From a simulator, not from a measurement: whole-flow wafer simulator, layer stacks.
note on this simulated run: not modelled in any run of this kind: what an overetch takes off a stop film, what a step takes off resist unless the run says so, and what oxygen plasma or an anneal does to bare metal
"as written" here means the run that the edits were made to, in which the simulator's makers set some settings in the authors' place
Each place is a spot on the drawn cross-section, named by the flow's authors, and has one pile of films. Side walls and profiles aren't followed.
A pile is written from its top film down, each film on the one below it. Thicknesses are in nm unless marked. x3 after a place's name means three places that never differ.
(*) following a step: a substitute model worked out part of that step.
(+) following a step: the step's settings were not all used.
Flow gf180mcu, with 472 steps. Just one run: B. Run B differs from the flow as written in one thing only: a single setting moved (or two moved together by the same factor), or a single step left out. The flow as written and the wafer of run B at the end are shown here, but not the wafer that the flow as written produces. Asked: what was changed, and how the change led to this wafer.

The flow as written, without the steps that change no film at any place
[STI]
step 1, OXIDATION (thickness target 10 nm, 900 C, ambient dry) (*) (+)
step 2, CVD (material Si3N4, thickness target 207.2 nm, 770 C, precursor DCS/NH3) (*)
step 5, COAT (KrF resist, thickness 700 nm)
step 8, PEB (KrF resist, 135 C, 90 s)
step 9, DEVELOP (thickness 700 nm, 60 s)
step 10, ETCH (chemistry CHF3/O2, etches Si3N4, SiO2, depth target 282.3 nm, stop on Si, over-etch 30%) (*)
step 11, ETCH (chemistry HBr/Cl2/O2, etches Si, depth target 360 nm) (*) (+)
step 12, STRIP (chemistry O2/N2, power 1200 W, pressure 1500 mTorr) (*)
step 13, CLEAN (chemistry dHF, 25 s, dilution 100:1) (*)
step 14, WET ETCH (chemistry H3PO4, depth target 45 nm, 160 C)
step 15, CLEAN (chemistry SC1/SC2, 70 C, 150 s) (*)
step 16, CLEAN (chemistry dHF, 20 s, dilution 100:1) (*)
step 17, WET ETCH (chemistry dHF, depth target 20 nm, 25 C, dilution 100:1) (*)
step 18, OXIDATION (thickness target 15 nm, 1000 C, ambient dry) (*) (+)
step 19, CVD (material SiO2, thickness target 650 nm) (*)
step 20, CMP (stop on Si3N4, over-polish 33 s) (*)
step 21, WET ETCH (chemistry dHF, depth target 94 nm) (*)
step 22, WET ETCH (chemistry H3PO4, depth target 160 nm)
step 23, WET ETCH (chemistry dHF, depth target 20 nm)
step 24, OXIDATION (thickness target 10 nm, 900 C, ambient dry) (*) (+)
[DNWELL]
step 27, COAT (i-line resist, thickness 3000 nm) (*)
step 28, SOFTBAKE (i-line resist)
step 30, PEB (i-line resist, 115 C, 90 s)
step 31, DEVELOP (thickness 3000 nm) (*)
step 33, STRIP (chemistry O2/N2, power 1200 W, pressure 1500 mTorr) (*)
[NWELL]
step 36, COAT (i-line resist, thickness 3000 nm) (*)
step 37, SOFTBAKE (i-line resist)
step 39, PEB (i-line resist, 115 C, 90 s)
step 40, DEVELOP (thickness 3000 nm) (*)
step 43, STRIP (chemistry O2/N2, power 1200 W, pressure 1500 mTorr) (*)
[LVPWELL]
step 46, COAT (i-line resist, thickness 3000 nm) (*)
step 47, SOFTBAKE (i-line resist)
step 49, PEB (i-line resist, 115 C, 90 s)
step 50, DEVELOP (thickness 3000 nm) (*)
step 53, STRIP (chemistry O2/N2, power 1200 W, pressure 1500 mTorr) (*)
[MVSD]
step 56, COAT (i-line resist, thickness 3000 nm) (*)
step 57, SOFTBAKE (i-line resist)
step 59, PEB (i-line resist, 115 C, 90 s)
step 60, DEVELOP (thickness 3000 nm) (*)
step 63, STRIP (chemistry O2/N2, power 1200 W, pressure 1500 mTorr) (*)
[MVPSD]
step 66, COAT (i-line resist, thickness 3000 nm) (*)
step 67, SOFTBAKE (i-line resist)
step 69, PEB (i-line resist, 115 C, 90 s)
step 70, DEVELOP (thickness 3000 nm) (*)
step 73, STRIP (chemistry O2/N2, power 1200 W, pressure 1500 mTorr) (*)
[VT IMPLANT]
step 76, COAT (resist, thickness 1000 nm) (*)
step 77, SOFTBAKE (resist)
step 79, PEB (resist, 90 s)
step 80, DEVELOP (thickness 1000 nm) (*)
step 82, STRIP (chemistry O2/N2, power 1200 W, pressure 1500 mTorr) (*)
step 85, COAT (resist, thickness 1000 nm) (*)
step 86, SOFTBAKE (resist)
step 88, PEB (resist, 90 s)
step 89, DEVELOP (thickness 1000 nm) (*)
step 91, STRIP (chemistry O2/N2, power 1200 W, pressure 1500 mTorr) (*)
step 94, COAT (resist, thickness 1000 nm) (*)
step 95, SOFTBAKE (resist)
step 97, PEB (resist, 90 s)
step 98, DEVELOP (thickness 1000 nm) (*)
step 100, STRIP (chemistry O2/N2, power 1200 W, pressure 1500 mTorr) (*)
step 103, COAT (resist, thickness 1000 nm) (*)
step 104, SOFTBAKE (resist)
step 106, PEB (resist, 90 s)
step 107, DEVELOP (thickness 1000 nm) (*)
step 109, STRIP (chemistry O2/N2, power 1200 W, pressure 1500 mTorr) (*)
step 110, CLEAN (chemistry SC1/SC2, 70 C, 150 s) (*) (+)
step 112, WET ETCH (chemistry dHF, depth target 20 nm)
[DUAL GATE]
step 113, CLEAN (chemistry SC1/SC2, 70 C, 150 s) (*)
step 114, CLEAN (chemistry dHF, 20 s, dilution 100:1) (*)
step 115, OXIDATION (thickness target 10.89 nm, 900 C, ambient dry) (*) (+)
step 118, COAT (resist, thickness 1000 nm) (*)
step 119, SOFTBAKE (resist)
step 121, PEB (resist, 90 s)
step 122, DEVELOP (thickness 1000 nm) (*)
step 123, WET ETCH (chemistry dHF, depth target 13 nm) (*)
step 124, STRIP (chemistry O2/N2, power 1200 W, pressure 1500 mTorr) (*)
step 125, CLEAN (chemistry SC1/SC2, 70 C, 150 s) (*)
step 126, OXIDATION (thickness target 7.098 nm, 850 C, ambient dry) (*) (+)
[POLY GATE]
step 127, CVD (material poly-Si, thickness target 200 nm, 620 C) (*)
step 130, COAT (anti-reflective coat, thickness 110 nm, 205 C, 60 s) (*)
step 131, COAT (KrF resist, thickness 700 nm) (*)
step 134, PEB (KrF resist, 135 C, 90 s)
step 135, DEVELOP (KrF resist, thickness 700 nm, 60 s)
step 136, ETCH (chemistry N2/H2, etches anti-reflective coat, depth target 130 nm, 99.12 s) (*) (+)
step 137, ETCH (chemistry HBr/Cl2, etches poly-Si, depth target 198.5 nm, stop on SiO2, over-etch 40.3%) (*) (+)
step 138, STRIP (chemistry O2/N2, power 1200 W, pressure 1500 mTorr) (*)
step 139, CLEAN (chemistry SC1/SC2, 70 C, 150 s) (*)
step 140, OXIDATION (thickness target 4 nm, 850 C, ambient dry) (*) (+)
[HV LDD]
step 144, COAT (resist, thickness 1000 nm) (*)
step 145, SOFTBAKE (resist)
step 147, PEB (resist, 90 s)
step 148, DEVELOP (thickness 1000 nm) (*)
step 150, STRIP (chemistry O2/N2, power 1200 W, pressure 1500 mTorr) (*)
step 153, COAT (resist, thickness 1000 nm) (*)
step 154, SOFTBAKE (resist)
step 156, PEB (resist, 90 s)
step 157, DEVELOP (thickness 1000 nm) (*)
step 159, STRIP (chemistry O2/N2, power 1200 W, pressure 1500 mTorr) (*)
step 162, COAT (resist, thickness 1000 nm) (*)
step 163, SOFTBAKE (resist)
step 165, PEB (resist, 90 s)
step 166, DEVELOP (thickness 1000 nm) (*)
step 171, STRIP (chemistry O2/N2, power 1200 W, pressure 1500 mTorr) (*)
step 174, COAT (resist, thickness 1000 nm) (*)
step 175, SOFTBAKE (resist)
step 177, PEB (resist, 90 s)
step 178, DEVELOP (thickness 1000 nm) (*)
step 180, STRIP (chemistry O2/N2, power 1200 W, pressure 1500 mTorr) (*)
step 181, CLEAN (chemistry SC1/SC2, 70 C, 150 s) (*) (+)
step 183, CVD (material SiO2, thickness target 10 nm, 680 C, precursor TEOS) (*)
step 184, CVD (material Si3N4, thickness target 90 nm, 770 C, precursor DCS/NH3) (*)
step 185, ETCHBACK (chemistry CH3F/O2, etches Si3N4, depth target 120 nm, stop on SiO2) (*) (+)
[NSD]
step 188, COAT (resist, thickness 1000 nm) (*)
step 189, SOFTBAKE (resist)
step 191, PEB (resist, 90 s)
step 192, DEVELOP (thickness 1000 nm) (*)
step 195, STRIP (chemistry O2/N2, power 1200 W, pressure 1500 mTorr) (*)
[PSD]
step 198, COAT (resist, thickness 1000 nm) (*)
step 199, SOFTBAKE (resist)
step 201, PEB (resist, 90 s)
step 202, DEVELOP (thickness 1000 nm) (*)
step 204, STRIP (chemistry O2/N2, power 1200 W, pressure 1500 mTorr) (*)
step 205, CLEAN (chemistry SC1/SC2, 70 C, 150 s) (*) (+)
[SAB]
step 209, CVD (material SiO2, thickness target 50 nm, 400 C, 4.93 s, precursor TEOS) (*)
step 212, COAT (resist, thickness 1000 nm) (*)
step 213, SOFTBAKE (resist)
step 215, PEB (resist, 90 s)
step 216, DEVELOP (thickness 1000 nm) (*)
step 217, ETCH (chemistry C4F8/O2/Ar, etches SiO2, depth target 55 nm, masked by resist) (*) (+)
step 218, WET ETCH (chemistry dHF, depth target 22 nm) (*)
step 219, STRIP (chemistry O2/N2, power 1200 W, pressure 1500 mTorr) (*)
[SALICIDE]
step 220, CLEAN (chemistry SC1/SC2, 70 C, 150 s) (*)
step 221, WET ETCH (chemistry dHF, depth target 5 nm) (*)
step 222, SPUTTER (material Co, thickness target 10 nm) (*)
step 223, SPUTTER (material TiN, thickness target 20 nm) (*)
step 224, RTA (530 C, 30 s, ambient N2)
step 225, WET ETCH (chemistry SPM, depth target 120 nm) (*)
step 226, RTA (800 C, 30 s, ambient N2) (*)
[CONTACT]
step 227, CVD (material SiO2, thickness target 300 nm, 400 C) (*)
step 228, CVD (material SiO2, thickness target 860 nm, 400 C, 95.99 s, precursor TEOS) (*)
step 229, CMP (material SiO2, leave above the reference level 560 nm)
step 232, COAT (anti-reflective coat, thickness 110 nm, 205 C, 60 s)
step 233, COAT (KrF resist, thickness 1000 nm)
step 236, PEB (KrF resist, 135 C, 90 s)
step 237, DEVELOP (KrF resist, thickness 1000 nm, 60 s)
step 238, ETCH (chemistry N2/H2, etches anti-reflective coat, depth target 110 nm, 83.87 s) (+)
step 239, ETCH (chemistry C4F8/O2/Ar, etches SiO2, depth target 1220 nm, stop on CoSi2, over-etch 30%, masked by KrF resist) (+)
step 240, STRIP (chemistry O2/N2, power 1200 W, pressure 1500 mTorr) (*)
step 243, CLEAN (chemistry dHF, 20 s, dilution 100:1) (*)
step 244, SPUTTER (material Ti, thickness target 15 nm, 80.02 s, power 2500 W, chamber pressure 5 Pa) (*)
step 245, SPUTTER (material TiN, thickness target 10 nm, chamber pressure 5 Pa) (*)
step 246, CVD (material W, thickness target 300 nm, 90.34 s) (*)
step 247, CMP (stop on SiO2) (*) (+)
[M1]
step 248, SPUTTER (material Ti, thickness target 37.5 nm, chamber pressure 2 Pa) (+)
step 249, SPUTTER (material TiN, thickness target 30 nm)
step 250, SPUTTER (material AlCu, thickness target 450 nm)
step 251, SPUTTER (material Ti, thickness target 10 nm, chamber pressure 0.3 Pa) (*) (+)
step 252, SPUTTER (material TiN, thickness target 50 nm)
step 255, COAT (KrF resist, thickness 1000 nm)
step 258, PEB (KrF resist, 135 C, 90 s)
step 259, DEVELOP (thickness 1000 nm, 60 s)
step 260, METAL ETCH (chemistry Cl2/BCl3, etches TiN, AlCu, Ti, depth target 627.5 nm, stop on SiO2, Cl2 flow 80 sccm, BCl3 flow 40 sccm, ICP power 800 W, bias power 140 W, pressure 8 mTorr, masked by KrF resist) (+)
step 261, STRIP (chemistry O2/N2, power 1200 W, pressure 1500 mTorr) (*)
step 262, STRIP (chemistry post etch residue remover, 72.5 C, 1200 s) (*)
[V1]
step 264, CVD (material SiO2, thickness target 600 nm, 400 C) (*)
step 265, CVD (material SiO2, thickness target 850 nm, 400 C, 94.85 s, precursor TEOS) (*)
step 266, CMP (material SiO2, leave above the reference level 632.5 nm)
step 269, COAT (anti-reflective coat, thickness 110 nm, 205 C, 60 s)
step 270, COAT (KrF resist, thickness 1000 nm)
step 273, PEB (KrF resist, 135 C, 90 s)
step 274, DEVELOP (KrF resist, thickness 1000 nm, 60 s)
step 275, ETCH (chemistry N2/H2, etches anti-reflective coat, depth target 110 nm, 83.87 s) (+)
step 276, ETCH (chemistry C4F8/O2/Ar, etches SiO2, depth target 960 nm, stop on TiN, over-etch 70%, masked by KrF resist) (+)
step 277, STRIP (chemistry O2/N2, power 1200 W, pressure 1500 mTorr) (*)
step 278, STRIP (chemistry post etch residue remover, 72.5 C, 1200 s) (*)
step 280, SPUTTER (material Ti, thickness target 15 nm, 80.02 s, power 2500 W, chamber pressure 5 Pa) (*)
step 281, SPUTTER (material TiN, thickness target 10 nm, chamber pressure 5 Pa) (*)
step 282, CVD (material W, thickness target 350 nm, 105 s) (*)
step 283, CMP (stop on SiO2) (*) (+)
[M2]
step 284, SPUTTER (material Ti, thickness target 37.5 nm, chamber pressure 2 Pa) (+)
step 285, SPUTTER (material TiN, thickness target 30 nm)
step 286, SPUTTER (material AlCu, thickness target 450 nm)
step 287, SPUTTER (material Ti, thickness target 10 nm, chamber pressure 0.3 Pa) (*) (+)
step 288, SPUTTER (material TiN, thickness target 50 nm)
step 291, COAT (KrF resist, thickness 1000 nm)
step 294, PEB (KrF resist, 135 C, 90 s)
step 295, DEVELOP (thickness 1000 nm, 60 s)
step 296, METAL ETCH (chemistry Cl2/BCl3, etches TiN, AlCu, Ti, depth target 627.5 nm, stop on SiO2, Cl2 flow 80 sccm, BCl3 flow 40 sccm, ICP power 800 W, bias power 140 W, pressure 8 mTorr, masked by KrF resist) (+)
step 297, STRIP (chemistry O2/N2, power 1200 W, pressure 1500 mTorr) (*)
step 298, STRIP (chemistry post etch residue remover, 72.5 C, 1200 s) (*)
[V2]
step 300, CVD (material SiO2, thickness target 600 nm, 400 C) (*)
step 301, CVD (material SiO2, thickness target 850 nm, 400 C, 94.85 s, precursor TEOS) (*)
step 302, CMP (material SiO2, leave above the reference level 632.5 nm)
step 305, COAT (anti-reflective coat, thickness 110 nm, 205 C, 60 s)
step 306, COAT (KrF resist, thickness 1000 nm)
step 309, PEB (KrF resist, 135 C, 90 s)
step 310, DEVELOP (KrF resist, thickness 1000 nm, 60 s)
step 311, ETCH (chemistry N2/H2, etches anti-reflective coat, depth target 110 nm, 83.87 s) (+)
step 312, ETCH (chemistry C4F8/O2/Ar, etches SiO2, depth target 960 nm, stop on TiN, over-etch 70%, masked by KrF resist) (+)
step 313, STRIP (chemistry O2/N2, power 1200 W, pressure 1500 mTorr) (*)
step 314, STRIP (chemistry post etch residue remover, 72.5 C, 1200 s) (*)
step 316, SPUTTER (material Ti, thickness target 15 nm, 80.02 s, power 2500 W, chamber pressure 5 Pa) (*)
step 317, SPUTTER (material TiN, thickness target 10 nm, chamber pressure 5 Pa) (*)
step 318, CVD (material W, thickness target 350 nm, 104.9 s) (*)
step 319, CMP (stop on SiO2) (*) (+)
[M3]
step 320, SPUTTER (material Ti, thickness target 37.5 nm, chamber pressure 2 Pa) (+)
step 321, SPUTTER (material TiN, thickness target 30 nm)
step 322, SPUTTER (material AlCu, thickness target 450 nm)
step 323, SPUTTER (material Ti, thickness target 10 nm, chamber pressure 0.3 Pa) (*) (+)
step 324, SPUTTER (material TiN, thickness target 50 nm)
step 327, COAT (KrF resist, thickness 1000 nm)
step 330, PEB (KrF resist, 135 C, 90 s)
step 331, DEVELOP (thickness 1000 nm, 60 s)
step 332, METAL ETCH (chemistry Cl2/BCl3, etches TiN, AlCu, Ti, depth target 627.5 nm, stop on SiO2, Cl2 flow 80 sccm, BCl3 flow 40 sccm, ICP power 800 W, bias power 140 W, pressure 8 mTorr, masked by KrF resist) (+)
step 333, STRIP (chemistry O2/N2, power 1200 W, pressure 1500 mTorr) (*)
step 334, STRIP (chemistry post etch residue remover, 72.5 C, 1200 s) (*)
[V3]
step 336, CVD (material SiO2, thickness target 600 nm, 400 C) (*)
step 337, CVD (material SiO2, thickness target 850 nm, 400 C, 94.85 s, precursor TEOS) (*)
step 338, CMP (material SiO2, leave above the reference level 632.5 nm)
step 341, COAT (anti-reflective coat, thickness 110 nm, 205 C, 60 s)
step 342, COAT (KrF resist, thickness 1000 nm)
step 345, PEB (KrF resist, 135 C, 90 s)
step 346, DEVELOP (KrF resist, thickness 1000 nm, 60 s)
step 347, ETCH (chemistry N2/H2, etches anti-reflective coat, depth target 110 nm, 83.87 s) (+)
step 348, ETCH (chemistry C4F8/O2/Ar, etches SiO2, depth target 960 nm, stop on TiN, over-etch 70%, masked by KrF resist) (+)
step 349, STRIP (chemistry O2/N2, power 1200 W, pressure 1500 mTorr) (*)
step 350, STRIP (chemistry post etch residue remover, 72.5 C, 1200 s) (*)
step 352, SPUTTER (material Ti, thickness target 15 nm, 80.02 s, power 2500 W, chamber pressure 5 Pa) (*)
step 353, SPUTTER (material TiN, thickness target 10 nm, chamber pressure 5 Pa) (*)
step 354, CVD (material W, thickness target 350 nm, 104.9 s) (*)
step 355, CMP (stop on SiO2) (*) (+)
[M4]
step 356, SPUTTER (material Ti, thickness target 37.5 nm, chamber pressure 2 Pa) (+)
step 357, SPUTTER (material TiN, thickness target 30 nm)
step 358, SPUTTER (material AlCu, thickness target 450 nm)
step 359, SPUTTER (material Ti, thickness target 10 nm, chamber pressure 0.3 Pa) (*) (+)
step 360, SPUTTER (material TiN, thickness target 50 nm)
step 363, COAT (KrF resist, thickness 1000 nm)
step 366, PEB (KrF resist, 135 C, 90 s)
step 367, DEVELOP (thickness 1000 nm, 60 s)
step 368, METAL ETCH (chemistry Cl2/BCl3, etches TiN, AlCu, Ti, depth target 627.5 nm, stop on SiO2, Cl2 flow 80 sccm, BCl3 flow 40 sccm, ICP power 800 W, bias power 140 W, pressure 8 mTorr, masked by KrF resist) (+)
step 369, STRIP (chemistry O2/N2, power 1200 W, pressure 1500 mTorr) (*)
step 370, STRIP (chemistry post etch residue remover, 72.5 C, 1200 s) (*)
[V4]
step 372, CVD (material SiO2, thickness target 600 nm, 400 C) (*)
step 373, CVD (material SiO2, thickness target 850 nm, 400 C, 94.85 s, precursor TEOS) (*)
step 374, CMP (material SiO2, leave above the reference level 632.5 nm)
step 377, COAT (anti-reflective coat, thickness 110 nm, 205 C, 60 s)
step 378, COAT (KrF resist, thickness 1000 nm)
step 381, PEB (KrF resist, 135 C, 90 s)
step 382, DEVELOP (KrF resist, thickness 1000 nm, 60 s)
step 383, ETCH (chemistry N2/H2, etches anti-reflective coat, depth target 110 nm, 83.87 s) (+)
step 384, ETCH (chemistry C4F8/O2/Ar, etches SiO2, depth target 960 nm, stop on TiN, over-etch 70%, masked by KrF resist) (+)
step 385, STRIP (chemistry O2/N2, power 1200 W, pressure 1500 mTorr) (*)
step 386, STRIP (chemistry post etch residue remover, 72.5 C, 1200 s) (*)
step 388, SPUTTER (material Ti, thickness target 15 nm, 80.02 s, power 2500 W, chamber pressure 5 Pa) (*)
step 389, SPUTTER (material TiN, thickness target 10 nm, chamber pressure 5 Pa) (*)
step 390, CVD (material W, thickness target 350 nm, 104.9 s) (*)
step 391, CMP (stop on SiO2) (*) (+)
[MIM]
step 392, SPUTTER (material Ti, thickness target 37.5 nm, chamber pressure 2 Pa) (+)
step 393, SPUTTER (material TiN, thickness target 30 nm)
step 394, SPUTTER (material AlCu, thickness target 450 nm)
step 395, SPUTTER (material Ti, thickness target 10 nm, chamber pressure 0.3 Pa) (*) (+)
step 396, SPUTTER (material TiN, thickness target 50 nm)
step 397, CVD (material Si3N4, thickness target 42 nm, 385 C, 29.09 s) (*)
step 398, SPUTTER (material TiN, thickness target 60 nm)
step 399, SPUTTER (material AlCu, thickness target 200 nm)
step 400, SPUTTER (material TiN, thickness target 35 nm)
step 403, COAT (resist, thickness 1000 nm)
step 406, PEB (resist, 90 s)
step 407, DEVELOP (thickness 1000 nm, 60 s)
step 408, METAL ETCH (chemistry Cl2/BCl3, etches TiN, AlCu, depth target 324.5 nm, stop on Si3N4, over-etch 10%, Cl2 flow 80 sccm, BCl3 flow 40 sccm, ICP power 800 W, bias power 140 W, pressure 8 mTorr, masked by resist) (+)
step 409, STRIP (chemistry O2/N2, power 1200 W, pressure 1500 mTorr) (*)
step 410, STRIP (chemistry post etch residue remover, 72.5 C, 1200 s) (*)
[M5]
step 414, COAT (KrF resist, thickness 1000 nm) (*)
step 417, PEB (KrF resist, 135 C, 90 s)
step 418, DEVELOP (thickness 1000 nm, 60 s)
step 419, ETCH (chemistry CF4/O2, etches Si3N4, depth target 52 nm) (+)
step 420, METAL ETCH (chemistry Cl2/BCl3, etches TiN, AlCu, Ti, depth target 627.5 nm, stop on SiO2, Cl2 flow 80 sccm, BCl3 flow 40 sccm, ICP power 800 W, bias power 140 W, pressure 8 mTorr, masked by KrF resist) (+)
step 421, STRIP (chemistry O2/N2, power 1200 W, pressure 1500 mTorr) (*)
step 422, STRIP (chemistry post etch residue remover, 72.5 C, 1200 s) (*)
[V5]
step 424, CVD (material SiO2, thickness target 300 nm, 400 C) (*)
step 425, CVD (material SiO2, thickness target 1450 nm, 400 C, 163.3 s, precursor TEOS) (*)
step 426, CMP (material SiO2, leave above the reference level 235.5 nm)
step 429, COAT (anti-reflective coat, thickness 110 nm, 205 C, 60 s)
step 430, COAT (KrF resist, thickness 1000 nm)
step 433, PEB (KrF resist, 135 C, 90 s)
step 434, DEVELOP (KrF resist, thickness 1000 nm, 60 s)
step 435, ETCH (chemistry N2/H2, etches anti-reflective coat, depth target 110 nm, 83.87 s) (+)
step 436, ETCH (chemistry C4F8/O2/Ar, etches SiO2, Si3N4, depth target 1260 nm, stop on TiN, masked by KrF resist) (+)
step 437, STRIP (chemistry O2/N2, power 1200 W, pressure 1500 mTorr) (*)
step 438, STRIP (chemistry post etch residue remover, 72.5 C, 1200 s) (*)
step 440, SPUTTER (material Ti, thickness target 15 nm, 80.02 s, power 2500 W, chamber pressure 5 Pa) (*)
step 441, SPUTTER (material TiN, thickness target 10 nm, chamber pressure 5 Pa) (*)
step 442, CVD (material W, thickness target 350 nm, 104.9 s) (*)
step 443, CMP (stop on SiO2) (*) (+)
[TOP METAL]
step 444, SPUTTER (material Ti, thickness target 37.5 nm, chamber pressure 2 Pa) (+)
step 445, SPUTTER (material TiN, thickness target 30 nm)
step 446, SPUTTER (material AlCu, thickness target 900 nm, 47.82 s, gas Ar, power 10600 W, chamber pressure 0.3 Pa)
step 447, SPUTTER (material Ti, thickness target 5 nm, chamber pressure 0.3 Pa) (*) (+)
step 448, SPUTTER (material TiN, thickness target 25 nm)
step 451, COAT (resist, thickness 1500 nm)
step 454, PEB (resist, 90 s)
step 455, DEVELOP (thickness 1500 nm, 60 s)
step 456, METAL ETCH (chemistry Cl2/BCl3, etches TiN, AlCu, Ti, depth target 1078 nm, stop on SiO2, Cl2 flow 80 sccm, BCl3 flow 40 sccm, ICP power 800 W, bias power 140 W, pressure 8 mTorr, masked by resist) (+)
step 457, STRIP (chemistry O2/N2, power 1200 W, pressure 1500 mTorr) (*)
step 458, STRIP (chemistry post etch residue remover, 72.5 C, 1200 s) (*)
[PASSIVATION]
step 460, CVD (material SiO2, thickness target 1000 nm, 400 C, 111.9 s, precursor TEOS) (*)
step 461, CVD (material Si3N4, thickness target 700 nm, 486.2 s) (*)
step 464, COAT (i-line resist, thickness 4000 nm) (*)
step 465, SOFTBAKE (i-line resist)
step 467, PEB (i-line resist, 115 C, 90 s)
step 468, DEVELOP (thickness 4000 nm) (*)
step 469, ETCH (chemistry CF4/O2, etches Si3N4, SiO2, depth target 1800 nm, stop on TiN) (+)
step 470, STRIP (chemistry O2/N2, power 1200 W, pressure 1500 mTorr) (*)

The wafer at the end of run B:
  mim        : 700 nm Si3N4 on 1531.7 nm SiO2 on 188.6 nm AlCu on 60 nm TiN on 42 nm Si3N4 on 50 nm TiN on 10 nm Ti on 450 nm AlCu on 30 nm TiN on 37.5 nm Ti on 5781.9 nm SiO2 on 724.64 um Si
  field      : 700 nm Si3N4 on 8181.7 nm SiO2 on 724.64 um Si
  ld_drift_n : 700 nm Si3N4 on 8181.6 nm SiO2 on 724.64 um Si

What caused this: step 400, SPUTTER: material TiN, thickness target 35 nm, was omitted.

How this came from the change, step by step:
  step 408, METAL ETCH (chemistry Cl2/BCl3, etches TiN, AlCu, depth target 324.5 nm, stop on Si3N4, over-etch 10%, Cl2 flow 80 sccm, BCl3 flow 40 sccm, ICP power 800 W, bias power 140 W, pressure 8 mTorr, masked by resist) (+)
      field, field__w1, field__w2 and 107 more: AlCu loses 200 (all of it), TiN loses 60 (all of it) (in the flow as written it would be: TiN loses 35 (all of it), AlCu loses 200 (all of it), TiN loses 60 (all of it))
      mim: resist loses 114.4 (in the flow as written it would be: resist loses 129.8)
  step 410, STRIP (chemistry post etch residue remover, 72.5 C, 1200 s) (*)
      mim: AlCu loses 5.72 (in the flow as written it would be: TiN loses 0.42)
  step 414, COAT (KrF resist, thickness 1000 nm) (*)
      mim: KrF resist gains 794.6 (new film) (in the flow as written it would be: KrF resist gains 763.7 (new film))
  step 421, STRIP (chemistry O2/N2, power 1200 W, pressure 1500 mTorr) (*)
      mim: KrF resist loses 489.5 (all of it) (in the flow as written it would be: KrF resist loses 458.9 (all of it))
  step 422, STRIP (chemistry post etch residue remover, 72.5 C, 1200 s) (*)
      mim: AlCu loses 5.72 (in the flow as written it would be: TiN loses 0.42)
  step 426, CMP (material SiO2, leave above the reference level 235.5 nm)
      field, field__w1, field__w5 and 92 more: SiO2 loses 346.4 (in the flow as written it would be: SiO2 loses 300.8)
      field__w2, field__w3, field__w12 and 6 more: SiO2 loses 318.3 (in the flow as written it would be: SiO2 loses 272.7)
      (also at 7 further places)
  step 436, ETCH (chemistry C4F8/O2/Ar, etches SiO2, Si3N4, depth target 1260 nm, stop on TiN, masked by KrF resist) (+)
      contact: SiO2 loses 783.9 (all of it), Si3N4 loses 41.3 (all of it) (in the flow as written it would be: SiO2 loses 829.5 (all of it), Si3N4 loses 41.3 (all of it))
  step 442, CVD (material W, thickness target 350 nm, 104.9 s) (*)
      contact: W gains 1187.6 (new film) (in the flow as written it would be: W gains 1233.6 (new film))
